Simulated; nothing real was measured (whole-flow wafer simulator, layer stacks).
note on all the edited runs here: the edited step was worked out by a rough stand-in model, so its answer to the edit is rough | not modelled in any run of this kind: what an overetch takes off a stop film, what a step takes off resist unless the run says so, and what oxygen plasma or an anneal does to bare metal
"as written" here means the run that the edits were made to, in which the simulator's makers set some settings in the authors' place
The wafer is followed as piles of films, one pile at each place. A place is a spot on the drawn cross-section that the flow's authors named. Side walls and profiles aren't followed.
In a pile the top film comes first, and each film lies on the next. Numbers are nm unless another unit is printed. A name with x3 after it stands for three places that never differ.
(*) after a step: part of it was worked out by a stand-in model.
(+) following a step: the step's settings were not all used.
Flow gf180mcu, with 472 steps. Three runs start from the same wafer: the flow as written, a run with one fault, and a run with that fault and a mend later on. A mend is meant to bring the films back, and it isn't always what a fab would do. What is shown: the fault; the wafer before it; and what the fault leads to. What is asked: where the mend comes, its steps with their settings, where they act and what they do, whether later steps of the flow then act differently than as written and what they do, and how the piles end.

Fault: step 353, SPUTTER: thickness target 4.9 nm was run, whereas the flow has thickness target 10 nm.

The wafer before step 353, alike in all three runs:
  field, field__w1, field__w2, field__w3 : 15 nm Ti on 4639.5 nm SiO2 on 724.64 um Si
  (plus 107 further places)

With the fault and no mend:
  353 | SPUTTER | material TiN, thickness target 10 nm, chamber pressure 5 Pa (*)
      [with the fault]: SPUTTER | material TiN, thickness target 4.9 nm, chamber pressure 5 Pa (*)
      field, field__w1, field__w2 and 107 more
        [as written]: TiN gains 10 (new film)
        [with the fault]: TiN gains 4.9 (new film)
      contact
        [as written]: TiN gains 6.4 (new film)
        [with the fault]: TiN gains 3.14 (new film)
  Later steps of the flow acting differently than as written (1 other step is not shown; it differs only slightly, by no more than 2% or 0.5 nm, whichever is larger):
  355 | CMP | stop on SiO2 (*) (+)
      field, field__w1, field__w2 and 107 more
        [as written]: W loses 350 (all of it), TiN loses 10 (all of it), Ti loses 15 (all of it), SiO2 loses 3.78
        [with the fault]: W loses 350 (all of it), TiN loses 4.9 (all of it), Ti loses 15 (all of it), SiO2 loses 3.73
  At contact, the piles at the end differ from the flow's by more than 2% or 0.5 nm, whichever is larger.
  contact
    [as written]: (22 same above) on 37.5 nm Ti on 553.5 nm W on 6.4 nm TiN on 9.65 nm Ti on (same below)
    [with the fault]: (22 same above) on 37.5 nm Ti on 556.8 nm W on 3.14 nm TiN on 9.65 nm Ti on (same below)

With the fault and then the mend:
  The mend follows step 353.
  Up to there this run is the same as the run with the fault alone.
  353a | SPUTTER | material TiN, thickness target 5.1 nm, chamber pressure 5 Pa (*) (the flow's step 353, run once more with other settings)
      field, field__w1, field__w2 and 107 more
        TiN gains 5.1
      contact
        TiN gains 3.26
  Every later step of the flow that is run acts as written at every place that is followed.
  The piles end the same as the flow's at every place that both follow.
